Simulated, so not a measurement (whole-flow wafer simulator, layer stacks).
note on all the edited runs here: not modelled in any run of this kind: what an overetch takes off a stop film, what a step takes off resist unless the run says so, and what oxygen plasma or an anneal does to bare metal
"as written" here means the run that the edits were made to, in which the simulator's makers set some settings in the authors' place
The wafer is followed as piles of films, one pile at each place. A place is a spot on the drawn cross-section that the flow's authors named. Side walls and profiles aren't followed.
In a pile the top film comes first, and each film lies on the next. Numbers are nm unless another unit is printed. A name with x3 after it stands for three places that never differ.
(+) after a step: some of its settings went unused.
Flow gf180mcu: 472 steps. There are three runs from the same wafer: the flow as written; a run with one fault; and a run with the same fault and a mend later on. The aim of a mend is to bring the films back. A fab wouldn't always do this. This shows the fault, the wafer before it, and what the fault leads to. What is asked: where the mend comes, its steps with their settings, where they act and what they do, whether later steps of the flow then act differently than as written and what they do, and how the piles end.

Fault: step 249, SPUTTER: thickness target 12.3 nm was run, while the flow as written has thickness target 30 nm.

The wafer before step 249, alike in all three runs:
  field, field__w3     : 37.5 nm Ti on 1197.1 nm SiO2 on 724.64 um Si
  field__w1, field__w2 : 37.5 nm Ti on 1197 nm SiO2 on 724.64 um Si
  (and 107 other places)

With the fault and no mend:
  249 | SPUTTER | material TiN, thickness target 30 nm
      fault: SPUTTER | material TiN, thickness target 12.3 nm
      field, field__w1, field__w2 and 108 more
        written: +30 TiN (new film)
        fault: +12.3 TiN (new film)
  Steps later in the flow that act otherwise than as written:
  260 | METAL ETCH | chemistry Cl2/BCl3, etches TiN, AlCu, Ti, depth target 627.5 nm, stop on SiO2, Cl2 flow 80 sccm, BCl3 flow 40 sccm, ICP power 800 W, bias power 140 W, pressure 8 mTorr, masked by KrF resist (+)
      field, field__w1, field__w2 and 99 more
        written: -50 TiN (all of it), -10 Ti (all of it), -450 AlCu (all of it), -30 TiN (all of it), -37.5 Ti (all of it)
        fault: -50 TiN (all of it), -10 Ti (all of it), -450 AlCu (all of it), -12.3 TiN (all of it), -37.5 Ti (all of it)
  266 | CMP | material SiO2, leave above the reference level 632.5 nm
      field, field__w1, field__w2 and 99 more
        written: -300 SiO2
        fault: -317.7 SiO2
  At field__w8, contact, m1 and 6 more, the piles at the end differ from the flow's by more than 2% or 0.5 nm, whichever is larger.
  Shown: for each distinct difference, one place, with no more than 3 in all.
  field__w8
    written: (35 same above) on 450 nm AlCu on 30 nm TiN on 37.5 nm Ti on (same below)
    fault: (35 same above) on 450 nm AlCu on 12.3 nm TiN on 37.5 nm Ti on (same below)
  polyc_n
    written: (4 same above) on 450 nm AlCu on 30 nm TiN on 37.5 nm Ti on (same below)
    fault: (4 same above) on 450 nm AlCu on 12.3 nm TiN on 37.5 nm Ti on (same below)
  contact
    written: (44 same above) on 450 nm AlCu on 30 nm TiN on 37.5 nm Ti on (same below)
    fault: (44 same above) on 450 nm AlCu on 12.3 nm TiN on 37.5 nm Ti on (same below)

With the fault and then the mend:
  The mend follows step 249.
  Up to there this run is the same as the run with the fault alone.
  249a | SPUTTER | material TiN, thickness target 17.7 nm (the flow's step 249, run once more with other settings)
      field, field__w1, field__w2 and 108 more
        +17.7 TiN
  Every later step of the flow that is run acts as written at every place that is followed.
  At every place that both follow, the piles at the end match the flow's.
